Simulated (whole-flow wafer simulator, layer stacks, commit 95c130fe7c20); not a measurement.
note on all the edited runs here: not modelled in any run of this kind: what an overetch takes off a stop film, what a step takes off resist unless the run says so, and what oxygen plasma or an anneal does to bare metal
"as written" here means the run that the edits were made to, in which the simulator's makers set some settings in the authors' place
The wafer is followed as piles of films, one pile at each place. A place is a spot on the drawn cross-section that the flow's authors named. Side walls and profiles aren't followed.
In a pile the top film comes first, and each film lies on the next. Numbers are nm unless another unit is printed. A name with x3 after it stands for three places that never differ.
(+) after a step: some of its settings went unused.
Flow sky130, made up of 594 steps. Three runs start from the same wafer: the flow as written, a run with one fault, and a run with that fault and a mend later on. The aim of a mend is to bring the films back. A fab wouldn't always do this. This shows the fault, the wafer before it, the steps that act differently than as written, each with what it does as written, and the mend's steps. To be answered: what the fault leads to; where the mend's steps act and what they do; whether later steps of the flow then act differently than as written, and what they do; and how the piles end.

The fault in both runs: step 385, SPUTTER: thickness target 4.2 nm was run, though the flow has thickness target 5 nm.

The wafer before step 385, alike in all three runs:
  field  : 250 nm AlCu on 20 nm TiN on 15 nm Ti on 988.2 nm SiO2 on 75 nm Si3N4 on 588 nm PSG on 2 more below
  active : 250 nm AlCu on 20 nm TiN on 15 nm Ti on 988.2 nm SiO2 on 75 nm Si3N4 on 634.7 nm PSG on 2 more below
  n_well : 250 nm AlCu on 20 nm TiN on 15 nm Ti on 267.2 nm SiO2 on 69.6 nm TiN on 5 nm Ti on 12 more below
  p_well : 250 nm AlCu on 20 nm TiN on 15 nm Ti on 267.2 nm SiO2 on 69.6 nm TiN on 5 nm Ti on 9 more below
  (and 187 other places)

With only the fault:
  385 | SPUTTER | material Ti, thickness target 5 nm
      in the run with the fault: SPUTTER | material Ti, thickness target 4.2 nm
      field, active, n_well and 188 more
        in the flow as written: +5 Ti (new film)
        in the run with the fault: +4.2 Ti (new film)
  Later steps of the flow acting differently than as written (13 other steps are not shown; they differ only slightly, by no more than 2% or 0.5 nm, whichever is larger):
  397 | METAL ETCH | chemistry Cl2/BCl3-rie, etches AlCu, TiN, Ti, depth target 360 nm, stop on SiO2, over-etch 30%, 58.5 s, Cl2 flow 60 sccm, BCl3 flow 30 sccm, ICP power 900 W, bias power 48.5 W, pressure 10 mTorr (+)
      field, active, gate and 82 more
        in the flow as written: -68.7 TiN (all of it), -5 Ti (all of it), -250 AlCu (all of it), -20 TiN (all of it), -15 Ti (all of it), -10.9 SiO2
        in the run with the fault: -68.7 TiN (all of it), -4.2 Ti (all of it), -250 AlCu (all of it), -20 TiN (all of it), -15 Ti (all of it), -11 SiO2
  By the end, the piles at n_well, p_well, gate_hv and 103 more depart from the flow's by more than 2% or 0.5 nm, whichever is larger.
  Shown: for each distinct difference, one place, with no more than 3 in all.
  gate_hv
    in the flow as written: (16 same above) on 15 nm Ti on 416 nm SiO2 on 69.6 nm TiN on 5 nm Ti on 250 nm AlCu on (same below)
    in the run with the fault: (16 same above) on 15 nm Ti on 416.8 nm SiO2 on 69.6 nm TiN on 4.2 nm Ti on 250 nm AlCu on (same below)
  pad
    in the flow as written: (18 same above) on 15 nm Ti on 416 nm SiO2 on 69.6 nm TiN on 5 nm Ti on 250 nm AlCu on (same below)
    in the run with the fault: (18 same above) on 15 nm Ti on 416.8 nm SiO2 on 69.6 nm TiN on 4.2 nm Ti on 250 nm AlCu on (same below)
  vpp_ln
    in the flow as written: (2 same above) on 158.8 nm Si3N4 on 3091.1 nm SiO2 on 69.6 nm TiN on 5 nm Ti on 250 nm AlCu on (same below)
    in the run with the fault: (2 same above) on 158.8 nm Si3N4 on 3091.9 nm SiO2 on 69.6 nm TiN on 4.2 nm Ti on 250 nm AlCu on (same below)

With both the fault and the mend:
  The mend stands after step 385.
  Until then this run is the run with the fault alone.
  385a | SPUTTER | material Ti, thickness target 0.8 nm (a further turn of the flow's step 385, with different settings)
      field, active, n_well and 188 more
        +0.8 Ti
  Later steps of the flow that are run all act as written at every place that is followed.
  At every place that both follow, the piles at the end match the flow's.
